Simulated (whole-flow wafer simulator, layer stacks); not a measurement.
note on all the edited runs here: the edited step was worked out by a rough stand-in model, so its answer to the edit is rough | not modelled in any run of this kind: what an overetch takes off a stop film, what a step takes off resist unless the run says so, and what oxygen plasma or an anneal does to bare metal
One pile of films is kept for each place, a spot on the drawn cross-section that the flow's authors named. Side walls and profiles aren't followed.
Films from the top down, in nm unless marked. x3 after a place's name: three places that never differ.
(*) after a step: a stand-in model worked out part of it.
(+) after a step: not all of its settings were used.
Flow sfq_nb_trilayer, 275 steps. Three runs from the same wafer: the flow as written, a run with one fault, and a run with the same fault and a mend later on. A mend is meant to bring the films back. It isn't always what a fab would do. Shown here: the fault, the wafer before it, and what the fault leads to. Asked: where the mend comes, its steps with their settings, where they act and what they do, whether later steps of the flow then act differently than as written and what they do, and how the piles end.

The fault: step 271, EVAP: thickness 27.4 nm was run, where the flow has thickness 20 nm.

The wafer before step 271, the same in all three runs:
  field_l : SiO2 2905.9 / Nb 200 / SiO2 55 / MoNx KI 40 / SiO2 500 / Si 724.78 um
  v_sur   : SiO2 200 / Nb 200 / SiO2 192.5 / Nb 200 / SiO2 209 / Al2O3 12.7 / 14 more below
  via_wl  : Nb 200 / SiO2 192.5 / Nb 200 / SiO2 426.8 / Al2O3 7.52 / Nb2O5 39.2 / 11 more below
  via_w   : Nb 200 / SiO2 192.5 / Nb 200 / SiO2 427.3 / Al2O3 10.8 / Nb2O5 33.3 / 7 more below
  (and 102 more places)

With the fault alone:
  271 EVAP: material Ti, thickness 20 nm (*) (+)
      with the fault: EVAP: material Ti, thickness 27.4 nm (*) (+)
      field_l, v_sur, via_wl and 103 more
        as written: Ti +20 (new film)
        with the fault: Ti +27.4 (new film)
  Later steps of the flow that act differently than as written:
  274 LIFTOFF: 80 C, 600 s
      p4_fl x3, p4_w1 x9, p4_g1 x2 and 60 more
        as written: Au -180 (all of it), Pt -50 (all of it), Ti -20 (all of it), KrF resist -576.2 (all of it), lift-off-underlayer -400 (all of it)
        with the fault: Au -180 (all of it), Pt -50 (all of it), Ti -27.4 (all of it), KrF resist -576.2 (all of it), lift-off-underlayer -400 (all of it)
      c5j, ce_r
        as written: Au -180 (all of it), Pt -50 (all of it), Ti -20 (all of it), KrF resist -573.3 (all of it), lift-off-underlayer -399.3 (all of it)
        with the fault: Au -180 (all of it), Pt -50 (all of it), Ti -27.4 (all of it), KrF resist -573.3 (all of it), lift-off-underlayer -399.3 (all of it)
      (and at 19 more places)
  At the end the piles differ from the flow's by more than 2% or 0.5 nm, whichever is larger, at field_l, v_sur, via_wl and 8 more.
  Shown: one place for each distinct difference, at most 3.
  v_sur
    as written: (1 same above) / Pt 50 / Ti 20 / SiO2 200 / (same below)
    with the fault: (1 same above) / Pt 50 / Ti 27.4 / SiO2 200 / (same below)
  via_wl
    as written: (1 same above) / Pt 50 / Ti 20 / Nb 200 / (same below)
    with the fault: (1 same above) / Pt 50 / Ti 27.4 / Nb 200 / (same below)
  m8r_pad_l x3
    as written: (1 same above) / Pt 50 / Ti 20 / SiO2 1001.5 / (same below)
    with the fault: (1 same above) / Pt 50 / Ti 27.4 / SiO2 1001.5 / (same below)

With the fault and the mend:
  The mend comes after step 271.
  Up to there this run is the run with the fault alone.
  271a METAL ETCH: etches Ti, MoNx, depth 7.4 nm (the flow's step 190 once more, with other settings)
      field_l, v_sur, via_wl and 103 more
        Ti -7.4
  No later step of the flow acts differently than as written at any place that is followed.
  At the end the piles are the same as the flow's at every place that both follow.
